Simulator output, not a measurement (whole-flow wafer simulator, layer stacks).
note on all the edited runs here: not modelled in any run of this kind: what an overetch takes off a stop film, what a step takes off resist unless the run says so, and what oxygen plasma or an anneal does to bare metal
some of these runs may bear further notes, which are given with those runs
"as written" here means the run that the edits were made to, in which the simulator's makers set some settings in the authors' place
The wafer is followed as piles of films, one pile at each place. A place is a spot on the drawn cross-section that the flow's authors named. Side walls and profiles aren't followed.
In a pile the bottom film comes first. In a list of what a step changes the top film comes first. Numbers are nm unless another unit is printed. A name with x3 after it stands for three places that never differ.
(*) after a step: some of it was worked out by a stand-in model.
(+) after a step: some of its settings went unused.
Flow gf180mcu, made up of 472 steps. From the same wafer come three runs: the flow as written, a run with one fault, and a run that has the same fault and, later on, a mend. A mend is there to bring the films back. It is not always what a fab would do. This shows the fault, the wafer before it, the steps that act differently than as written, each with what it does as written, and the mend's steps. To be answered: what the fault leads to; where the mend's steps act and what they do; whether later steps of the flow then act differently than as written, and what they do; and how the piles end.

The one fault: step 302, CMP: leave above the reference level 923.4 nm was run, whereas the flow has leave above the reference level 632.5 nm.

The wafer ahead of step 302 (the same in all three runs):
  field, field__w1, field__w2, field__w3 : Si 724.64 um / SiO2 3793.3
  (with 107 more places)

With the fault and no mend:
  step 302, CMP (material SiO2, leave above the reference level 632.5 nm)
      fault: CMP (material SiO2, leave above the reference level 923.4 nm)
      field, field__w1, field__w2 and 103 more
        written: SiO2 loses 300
        fault: SiO2 loses 9.1
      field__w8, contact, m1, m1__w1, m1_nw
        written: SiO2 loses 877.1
        fault: SiO2 loses 586.2
  Later steps of the flow acting differently than as written:
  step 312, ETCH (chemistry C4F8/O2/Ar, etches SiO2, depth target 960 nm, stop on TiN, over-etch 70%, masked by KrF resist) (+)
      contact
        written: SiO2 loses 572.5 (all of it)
        fault: SiO2 loses 863.4 (all of it)
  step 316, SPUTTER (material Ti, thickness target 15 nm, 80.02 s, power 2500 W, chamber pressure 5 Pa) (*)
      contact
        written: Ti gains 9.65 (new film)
        fault: Ti gains 8.16 (new film)
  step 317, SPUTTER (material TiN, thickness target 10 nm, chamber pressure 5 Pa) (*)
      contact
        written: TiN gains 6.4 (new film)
        fault: TiN gains 5.4 (new film)
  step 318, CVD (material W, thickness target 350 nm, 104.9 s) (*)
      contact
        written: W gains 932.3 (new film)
        fault: W gains 1225.7 (new film)
  The piles end different from the flow's at field, field__w1, field__w2 and 109 more by more than 2% or 0.5 nm, whichever is larger.
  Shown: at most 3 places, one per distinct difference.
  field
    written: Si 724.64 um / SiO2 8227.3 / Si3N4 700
    fault: Si 724.64 um / SiO2 8518.2 / Si3N4 700
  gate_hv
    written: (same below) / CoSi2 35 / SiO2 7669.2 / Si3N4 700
    fault: (same below) / CoSi2 35 / SiO2 7960.1 / Si3N4 700
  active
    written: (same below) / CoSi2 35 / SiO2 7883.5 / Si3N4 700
    fault: (same below) / CoSi2 35 / SiO2 8174.4 / Si3N4 700

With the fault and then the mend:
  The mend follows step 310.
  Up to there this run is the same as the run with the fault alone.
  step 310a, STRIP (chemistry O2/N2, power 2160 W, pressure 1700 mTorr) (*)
      field, field__w1, field__w2 and 107 more
        KrF resist loses 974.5 (all of it), anti-reflective coat loses 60 (all of it)
      contact
        anti-reflective coat loses 60 (all of it)
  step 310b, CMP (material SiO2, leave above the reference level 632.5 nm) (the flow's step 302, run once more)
      field, field__w1, field__w2 and 108 more
        SiO2 loses 290.9
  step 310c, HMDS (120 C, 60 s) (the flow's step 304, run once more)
      leaves every film unchanged at each place that is followed
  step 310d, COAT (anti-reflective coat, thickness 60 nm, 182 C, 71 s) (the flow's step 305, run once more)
      field, field__w1, field__w2 and 108 more
        anti-reflective coat gains 60 (new film)
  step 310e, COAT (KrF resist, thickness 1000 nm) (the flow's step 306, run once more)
      field, field__w1, field__w2 and 108 more
        KrF resist gains 1000 (new film)
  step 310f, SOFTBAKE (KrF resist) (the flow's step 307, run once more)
      leaves every film unchanged at each place that is followed
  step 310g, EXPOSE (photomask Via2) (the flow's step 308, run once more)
      leaves every film unchanged at each place that is followed
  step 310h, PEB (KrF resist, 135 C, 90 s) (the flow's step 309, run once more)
      field, field__w1, field__w2 and 108 more
        KrF resist loses 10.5
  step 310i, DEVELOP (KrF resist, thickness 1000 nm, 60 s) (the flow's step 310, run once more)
      field, field__w1, field__w2 and 107 more
        KrF resist loses 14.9
      contact
        KrF resist loses 989.5 (all of it)
  Every later step of the flow that is run acts as written at every place that is followed.
  The piles end the same as the flow's at every place that both follow.
